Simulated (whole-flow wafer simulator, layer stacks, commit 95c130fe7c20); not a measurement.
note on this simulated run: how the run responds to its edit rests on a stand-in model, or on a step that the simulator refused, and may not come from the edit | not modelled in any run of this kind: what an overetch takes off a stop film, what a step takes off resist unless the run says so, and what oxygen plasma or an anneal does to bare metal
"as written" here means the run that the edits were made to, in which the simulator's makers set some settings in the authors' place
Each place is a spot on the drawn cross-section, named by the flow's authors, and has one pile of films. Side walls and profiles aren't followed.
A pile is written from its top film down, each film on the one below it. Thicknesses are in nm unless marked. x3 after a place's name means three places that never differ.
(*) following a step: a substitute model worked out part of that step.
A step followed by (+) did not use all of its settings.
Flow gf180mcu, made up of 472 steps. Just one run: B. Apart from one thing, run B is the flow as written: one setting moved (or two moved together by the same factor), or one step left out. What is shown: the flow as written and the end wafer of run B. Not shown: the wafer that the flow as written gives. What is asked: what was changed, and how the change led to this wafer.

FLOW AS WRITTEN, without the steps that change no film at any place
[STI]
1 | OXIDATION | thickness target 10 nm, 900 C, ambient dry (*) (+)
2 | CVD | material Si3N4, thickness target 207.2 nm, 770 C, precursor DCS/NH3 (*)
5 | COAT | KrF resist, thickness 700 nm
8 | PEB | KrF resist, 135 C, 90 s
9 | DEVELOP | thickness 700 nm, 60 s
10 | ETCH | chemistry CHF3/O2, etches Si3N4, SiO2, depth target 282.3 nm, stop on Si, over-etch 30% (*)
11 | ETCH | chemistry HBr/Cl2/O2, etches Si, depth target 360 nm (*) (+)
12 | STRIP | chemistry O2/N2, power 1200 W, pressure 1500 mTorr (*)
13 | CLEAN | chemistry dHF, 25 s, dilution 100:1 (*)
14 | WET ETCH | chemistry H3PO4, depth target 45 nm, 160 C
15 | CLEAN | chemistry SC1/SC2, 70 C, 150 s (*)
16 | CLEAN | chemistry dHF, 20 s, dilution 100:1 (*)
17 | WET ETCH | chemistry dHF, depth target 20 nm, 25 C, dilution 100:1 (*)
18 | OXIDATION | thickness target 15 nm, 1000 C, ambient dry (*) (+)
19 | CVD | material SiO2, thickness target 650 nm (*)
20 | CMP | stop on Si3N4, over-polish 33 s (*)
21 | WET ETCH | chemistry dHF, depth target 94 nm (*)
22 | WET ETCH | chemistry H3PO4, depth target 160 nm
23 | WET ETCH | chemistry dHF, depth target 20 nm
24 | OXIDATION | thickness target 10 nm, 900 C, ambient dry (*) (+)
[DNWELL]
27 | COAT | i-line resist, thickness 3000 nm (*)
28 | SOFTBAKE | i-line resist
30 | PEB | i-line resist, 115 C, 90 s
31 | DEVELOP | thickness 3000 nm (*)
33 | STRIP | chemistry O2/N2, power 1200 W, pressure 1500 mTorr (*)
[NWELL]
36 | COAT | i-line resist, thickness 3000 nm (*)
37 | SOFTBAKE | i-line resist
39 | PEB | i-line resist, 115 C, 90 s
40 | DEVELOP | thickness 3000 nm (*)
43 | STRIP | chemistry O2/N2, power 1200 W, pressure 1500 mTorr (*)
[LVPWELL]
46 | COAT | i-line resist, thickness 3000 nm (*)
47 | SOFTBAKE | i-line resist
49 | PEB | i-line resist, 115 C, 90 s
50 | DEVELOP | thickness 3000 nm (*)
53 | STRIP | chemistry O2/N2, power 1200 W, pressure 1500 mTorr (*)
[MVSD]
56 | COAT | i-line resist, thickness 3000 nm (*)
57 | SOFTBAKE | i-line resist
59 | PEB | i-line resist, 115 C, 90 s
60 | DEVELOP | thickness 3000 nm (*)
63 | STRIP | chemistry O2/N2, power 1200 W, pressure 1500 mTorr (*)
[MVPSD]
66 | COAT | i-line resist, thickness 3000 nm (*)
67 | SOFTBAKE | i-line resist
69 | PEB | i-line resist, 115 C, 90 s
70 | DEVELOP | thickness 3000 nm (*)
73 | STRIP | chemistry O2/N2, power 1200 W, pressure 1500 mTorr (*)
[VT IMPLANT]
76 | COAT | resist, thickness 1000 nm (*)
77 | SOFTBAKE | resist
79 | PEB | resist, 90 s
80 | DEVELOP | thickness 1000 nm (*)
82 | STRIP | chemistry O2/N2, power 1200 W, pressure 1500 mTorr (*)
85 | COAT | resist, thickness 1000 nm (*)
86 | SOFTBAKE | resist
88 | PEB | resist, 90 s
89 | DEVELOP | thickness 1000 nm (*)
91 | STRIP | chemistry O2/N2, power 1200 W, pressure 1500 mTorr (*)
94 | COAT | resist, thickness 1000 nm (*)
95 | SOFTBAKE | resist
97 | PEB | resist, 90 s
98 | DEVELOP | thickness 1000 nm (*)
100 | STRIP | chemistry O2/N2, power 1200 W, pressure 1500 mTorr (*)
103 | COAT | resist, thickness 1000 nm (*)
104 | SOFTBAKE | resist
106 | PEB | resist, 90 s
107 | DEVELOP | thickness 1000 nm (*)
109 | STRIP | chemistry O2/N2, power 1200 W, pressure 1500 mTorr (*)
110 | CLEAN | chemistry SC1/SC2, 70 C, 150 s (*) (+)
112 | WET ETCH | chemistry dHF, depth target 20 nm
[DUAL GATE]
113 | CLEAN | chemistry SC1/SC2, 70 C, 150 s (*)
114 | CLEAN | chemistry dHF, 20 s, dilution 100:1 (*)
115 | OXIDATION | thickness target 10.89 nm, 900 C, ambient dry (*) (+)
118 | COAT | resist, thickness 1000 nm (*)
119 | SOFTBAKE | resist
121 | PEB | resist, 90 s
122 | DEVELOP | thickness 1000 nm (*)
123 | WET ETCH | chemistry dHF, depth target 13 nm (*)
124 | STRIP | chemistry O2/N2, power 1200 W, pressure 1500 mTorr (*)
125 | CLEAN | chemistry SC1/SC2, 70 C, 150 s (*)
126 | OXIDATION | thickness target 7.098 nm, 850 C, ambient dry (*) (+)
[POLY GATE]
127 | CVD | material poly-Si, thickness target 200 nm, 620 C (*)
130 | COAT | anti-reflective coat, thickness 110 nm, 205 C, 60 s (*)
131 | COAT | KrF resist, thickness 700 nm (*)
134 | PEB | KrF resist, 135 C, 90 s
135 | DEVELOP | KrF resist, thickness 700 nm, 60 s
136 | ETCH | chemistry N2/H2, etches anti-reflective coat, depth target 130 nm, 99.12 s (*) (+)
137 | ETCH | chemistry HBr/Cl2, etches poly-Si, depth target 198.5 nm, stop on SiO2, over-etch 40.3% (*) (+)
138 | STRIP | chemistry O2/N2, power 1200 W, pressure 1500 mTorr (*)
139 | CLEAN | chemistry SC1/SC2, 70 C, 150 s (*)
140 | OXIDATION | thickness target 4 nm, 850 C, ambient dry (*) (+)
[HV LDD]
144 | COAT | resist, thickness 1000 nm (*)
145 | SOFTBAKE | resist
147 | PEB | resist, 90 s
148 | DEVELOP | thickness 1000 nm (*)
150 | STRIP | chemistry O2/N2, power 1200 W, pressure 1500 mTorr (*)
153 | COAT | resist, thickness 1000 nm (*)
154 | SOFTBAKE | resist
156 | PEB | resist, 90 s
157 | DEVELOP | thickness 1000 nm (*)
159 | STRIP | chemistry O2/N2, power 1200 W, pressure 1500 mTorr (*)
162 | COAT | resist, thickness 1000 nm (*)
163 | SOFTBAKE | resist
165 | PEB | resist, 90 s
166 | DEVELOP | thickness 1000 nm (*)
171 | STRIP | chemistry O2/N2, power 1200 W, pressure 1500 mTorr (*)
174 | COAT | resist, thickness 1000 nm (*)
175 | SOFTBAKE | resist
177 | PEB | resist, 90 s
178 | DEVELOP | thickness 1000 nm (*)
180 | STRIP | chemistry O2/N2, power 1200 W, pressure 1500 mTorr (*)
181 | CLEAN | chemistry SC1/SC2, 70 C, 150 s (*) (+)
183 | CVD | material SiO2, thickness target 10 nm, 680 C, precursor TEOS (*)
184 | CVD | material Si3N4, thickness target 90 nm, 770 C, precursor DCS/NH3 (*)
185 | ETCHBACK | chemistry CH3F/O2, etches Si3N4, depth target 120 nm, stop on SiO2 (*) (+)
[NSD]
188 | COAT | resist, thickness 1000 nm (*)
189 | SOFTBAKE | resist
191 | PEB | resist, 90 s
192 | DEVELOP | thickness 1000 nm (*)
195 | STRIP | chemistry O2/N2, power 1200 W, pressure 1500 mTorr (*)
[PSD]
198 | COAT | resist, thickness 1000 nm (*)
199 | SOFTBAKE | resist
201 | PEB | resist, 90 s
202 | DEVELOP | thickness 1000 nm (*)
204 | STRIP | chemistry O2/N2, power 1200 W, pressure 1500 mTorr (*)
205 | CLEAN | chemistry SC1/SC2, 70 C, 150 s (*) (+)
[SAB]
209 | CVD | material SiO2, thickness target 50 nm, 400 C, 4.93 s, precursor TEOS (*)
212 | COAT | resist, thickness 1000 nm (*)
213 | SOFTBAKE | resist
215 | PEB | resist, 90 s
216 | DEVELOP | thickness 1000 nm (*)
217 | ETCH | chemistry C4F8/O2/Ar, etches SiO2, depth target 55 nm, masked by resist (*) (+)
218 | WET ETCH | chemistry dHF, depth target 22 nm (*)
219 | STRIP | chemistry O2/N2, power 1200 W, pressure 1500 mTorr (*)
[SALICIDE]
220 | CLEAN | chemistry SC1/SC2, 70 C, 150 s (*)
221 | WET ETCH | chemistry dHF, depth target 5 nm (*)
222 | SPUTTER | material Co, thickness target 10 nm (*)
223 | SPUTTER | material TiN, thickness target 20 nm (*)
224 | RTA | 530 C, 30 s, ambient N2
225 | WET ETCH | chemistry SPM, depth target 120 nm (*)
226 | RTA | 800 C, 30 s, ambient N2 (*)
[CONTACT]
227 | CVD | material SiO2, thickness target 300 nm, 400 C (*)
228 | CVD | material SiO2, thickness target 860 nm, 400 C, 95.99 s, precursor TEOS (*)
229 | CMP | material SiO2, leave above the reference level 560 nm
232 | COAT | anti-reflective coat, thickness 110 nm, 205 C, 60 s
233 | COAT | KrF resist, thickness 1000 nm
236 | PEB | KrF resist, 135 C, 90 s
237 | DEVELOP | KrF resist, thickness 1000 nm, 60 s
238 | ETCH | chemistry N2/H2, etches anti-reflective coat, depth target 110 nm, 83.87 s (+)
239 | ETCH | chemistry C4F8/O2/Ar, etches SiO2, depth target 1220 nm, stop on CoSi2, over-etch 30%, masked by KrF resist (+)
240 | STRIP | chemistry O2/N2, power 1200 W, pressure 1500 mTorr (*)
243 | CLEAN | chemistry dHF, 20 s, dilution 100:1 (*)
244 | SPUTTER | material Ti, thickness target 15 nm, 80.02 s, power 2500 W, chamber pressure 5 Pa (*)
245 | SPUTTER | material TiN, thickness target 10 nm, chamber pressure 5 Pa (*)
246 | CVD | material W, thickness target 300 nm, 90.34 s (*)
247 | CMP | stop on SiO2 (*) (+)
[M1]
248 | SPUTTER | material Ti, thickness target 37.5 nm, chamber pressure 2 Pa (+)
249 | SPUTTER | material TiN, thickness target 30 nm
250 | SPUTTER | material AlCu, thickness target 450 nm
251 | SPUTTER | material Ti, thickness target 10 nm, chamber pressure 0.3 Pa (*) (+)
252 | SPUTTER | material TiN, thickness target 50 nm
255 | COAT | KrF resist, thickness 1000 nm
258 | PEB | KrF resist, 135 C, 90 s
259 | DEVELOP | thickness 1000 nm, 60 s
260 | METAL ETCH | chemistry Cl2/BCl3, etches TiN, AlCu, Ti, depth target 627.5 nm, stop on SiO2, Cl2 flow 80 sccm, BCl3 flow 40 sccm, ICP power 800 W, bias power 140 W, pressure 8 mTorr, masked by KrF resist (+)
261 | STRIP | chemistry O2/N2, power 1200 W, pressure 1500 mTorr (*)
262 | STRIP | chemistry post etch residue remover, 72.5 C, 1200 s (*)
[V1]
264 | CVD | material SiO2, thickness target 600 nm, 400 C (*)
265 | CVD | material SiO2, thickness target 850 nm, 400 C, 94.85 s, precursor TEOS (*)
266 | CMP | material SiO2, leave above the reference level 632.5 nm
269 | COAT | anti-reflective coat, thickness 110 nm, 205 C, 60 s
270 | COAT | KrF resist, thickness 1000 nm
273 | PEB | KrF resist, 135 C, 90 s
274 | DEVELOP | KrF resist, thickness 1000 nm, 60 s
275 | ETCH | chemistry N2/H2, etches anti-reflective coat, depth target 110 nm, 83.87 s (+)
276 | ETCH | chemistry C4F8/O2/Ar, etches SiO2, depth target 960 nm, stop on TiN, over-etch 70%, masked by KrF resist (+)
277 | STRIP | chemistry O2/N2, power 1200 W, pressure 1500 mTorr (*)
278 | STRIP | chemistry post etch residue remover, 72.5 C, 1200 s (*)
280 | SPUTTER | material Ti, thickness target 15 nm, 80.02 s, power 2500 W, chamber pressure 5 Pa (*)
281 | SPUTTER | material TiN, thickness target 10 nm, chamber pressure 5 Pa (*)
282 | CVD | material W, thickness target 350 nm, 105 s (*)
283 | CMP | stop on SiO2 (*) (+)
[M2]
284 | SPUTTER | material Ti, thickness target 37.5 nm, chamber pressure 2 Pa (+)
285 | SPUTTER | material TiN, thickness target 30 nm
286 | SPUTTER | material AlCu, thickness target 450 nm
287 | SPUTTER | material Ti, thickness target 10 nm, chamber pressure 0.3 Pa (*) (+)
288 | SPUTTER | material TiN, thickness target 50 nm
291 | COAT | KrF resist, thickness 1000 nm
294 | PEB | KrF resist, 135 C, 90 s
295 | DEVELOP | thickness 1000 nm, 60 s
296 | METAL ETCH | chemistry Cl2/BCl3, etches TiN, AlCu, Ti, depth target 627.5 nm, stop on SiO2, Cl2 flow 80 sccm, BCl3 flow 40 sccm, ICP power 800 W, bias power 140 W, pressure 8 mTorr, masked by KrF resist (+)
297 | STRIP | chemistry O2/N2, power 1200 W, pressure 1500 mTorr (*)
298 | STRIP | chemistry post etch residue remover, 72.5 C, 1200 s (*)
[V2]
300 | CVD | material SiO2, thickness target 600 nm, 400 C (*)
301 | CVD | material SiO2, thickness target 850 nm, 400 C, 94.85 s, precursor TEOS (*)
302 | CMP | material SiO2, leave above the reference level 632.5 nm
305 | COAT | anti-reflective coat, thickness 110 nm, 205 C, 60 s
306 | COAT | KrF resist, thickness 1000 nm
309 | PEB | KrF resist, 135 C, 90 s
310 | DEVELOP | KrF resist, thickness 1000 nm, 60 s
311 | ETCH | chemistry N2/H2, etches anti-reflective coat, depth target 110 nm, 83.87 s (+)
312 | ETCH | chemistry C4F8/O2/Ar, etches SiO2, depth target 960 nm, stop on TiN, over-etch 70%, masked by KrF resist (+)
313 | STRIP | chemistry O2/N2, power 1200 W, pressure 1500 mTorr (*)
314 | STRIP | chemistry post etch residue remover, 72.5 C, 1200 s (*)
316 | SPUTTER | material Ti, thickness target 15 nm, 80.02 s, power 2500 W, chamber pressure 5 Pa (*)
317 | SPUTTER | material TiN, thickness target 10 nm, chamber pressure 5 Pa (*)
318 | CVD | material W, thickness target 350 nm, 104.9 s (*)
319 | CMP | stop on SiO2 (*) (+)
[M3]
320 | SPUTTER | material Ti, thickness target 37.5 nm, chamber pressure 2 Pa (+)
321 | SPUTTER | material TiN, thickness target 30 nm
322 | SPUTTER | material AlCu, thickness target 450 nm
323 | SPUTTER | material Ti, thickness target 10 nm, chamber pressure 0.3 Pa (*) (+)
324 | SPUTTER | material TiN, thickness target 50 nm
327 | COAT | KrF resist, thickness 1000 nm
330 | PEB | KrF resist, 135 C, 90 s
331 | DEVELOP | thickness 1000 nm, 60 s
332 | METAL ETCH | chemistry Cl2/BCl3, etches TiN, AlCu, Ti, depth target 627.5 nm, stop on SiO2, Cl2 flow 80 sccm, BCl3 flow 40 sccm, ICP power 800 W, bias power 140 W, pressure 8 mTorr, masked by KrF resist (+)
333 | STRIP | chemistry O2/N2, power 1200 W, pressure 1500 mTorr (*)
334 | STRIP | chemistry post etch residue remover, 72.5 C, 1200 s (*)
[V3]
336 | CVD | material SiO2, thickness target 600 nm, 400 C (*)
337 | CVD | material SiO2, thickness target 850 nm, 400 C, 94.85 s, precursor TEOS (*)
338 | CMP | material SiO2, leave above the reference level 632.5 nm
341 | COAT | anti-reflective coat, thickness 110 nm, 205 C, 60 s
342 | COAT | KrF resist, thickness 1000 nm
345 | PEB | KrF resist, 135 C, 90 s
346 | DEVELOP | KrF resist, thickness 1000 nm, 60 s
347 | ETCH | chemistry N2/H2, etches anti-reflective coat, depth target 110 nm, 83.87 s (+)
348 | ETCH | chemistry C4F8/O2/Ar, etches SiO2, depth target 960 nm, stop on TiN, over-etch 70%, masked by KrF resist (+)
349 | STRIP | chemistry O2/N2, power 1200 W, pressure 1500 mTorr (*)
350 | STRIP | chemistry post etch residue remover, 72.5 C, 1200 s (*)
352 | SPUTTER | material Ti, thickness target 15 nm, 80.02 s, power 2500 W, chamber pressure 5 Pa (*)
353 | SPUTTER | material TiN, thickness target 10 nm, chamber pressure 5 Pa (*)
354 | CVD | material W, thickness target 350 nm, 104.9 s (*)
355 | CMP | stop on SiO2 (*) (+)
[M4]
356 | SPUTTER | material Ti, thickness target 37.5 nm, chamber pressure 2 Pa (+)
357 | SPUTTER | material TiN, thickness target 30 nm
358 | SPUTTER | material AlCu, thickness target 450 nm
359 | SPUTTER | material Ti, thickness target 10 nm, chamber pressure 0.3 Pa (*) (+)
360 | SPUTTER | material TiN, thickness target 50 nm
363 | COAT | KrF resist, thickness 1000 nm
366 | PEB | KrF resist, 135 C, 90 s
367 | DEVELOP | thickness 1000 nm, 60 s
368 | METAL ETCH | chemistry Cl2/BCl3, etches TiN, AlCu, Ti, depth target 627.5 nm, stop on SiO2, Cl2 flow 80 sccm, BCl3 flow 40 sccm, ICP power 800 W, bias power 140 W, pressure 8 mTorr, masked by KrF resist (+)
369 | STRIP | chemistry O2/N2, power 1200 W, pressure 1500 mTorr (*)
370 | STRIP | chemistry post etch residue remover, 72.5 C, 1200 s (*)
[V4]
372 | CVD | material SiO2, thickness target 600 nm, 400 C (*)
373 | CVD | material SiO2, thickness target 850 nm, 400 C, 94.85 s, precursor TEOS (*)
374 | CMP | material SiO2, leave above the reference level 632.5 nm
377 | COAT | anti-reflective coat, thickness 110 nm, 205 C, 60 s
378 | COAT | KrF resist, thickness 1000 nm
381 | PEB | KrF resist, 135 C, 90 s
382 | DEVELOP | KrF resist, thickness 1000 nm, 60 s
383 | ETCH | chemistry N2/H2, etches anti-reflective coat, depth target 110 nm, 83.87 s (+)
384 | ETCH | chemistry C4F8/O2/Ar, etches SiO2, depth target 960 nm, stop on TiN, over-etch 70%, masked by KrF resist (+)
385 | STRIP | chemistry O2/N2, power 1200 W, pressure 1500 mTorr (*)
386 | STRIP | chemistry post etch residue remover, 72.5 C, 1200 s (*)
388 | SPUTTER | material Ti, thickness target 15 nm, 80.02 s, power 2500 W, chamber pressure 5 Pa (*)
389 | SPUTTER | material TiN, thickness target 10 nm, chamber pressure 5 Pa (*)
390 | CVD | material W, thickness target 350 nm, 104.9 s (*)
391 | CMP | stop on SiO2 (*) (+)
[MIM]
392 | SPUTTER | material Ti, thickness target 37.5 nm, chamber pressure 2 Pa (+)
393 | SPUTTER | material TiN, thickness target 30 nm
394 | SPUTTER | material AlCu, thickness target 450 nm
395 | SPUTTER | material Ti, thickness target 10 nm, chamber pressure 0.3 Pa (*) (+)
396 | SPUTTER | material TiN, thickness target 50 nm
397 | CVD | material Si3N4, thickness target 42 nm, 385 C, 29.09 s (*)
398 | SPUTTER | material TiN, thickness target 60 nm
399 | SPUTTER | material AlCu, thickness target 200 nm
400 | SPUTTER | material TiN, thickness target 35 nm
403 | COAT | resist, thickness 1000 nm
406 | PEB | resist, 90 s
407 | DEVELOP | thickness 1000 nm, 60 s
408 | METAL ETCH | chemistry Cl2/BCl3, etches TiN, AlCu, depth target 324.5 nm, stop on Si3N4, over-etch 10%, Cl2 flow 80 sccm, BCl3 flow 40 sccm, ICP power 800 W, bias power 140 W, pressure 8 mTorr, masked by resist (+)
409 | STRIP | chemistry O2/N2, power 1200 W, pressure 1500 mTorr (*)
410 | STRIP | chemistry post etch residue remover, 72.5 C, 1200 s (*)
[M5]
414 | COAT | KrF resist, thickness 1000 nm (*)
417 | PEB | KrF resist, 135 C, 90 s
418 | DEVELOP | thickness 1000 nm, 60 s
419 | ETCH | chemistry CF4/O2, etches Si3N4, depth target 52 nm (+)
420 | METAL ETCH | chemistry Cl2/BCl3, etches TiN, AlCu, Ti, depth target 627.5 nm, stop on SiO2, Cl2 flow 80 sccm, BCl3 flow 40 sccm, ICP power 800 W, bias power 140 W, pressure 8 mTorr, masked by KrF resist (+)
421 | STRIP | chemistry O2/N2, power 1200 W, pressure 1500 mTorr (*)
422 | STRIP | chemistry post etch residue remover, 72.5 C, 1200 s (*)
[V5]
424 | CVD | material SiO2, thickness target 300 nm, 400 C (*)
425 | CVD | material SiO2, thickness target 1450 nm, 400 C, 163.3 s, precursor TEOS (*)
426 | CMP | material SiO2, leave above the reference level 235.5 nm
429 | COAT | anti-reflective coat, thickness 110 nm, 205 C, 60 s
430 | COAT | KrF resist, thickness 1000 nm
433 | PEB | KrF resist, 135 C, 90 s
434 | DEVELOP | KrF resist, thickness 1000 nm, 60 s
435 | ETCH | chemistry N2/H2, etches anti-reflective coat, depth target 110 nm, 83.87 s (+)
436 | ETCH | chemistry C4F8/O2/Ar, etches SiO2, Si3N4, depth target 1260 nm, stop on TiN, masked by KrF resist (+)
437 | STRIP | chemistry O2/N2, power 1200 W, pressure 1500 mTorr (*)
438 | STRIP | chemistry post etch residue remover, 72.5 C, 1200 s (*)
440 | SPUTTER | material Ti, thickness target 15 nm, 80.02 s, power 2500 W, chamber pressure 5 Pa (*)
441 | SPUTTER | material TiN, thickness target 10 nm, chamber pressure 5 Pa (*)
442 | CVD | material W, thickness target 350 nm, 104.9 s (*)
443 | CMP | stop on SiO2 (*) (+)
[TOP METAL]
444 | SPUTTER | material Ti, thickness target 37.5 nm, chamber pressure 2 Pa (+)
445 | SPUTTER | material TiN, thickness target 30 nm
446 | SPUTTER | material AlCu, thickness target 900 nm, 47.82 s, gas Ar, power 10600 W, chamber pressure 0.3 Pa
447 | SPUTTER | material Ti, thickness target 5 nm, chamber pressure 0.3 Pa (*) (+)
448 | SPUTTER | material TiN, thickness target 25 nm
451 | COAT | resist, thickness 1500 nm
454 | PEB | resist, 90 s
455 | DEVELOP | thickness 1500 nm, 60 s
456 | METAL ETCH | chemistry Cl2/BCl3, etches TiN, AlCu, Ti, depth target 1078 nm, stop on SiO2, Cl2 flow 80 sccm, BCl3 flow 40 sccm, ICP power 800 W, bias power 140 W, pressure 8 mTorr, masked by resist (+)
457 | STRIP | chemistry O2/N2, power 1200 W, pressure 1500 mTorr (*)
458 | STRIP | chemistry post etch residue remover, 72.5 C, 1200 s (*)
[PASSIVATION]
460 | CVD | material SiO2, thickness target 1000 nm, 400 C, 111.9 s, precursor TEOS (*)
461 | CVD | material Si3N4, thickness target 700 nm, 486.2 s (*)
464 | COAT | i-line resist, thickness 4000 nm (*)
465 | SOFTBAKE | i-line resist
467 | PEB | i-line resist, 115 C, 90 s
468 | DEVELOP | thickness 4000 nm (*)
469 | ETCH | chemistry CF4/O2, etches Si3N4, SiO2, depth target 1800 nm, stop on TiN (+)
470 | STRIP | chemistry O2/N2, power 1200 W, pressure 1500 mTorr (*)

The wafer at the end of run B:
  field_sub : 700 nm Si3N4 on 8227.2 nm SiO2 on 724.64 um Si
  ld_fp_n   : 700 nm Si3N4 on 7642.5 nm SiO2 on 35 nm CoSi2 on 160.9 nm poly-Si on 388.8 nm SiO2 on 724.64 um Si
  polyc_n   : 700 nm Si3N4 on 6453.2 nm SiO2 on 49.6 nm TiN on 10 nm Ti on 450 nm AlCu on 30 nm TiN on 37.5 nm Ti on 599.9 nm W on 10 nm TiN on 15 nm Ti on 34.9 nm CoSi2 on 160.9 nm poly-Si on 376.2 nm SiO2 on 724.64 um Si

Cause: step 23, WET ETCH: depth target 14 nm was run, while the flow as written has depth target 20 nm.

Step by step, how the change led to this:
  23 | WET ETCH | chemistry dHF, depth target 20 nm
      field, field_sub, sti and 34 more: -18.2 SiO2 (it would be, as written: -26 SiO2)
  28 | SOFTBAKE | i-line resist
      field: +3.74 i-line resist (it would be, as written: +3.04 i-line resist)
      field_sub: +3.17 i-line resist (it would be, as written: +2.58 i-line resist)
      (and at 32 other places as well)
  37 | SOFTBAKE | i-line resist
      field: +3.74 i-line resist (it would be, as written: +3.04 i-line resist)
      field_sub: +3.17 i-line resist (it would be, as written: +2.58 i-line resist)
      (and at 32 other places as well)
  47 | SOFTBAKE | i-line resist
      field: +3.74 i-line resist (it would be, as written: +3.04 i-line resist)
      field_sub: +3.17 i-line resist (it would be, as written: +2.58 i-line resist)
      (and at 32 other places as well)
  57 | SOFTBAKE | i-line resist
      field: +3.74 i-line resist (it would be, as written: +3.04 i-line resist)
      field_sub: +3.17 i-line resist (it would be, as written: +2.58 i-line resist)
      (and at 32 other places as well)
  67 | SOFTBAKE | i-line resist
      field: +3.74 i-line resist (it would be, as written: +3.04 i-line resist)
      field_sub: +3.17 i-line resist (it would be, as written: +2.58 i-line resist)
      (and at 32 other places as well)
  130 | COAT | anti-reflective coat, thickness 110 nm, 205 C, 60 s (*)
      p_well, spacer, sd_n: +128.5 anti-reflective coat (new film) (it would be, as written: +121 anti-reflective coat (new film))
      ld_body_p_dnw, vpnp_e: +119.6 anti-reflective coat (new film) (it would be, as written: +115.2 anti-reflective coat (new film))
      (and at 60 other places as well)
  136 | ETCH | chemistry N2/H2, etches anti-reflective coat, depth target 130 nm, 99.12 s (*) (+)
      p_well, spacer, sd_n: -128.5 anti-reflective coat (all of it), -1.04 poly-Si (it would be, as written: -121 anti-reflective coat (all of it), -1.23 poly-Si)
      field: -109.9 anti-reflective coat (all of it), -1.51 poly-Si (it would be, as written: -112.6 anti-reflective coat (all of it), -1.45 poly-Si)
      (and at 43 other places as well)
  138 | STRIP | chemistry O2/N2, power 1200 W, pressure 1500 mTorr (*)
      gate: +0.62 chemical SiO2 (new film), -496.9 KrF resist (all of it), -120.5 anti-reflective coat (all of it), -0.27 poly-Si (it would be, as written: +0.62 chemical SiO2 (new film), -496.5 KrF resist (all of it), -117 anti-reflective coat (all of it), -0.27 poly-Si)
      gate_p: +0.62 chemical SiO2 (new film), -496.3 KrF resist (all of it), -120.7 anti-reflective coat (all of it), -0.27 poly-Si (it would be, as written: +0.62 chemical SiO2 (new film), -496.2 KrF resist (all of it), -117 anti-reflective coat (all of it), -0.27 poly-Si)
      (and at 16 other places as well)
  189 | SOFTBAKE | resist
      active_hv: +0.21 resist (it would be, as written: +0.78 resist)
      active_nat: +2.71 resist (it would be, as written: +1.71 resist)
  199 | SOFTBAKE | resist
      active_hv: +0.21 resist (it would be, as written: +0.78 resist)
      active_nat: +2.71 resist (it would be, as written: +1.71 resist)
  218 | WET ETCH | chemistry dHF, depth target 22 nm (*)
      active: -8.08 SiO2 (all of it) (it would be, as written: -9.01 SiO2 (all of it))
  226 | RTA | 800 C, 30 s, ambient N2 (*)
      ld_sd_n: +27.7 CoSi2 (new film), -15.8 CoSi (all of it), -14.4 Si (it would be, as written: +28.3 CoSi2 (new film), -16.1 CoSi (all of it), -14.7 Si)
  229 | CMP | material SiO2, leave above the reference level 560 nm
      ldn_sep__w1, ldn_sep__w2, ldn_dft and 8 more: -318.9 SiO2 (it would be, as written: -311.1 SiO2)
      sti, mim_1p0, pad, dice_street, iso_nw_fld, iso_fld_sub: -304.7 SiO2 (it would be, as written: -297 SiO2)
      (and at 40 other places as well)
